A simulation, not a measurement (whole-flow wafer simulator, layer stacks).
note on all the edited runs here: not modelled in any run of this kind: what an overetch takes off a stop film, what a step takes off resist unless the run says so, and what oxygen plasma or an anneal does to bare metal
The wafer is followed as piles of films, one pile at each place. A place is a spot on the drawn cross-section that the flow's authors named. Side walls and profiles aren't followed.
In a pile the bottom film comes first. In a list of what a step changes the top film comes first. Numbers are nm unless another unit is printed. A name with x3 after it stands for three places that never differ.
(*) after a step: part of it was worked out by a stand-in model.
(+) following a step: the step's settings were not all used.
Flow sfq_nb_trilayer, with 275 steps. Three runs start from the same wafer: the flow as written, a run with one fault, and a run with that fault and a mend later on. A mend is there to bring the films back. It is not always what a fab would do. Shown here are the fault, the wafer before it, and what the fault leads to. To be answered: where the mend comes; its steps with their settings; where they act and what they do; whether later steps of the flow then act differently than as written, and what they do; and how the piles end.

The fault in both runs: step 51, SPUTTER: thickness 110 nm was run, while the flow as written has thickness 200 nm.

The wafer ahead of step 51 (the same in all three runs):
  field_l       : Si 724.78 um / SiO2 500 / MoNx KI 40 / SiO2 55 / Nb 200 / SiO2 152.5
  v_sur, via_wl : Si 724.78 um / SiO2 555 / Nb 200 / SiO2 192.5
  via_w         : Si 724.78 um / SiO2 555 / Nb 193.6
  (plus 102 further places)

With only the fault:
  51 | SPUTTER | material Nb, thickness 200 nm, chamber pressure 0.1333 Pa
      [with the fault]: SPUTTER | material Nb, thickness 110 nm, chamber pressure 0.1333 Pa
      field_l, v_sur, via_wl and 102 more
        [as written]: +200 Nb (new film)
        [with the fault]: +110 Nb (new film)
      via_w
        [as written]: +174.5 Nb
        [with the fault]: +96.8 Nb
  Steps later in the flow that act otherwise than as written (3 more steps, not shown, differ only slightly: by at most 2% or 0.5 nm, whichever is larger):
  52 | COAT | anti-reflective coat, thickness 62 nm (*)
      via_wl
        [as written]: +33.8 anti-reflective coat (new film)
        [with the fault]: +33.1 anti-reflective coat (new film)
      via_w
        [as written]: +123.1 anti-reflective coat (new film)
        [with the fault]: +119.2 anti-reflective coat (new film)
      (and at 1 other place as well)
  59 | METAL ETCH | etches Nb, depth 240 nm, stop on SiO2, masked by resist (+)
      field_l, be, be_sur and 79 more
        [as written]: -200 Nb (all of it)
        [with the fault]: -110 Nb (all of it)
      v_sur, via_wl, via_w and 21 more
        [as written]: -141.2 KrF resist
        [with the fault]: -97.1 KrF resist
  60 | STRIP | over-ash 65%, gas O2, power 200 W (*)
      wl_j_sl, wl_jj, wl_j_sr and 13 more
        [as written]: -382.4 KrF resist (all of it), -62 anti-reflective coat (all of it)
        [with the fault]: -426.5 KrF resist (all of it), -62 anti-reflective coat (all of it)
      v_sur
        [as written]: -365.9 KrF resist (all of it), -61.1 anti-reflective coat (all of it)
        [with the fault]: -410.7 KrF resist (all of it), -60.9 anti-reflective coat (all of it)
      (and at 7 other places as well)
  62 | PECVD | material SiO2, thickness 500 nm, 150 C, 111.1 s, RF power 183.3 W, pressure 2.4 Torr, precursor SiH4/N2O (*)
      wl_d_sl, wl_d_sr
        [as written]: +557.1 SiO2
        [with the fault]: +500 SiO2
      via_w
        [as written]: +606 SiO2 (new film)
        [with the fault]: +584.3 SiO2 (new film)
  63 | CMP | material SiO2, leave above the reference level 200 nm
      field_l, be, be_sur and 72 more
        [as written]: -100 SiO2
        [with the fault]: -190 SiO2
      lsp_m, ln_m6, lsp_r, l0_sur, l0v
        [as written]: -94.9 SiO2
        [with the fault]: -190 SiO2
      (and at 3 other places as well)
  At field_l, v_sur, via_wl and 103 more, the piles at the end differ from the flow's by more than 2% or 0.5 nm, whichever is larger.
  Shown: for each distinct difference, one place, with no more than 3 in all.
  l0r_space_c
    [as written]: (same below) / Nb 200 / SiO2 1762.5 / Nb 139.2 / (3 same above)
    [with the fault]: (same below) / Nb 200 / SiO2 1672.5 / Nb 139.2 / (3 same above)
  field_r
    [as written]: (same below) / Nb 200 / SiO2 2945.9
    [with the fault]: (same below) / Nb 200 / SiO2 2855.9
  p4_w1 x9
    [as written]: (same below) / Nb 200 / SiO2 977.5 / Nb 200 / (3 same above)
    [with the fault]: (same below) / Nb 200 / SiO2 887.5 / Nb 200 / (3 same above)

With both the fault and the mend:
  The mend stands after step 51.
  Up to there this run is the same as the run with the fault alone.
  51a | SPUTTER | material Nb, thickness 90 nm, chamber pressure 0.1333 Pa (the flow's step 51, run once more with other settings)
      field_l, v_sur, via_wl and 102 more
        +90 Nb
      via_w
        +73 Nb
  Later steps of the flow that are run all act as written at every place that is followed, up to a difference of at most 2% or 0.5 nm, whichever is larger.
  At the end the piles are close to the flow's at the places that both follow, differing by at most 2% or 0.5 nm, whichever is larger.
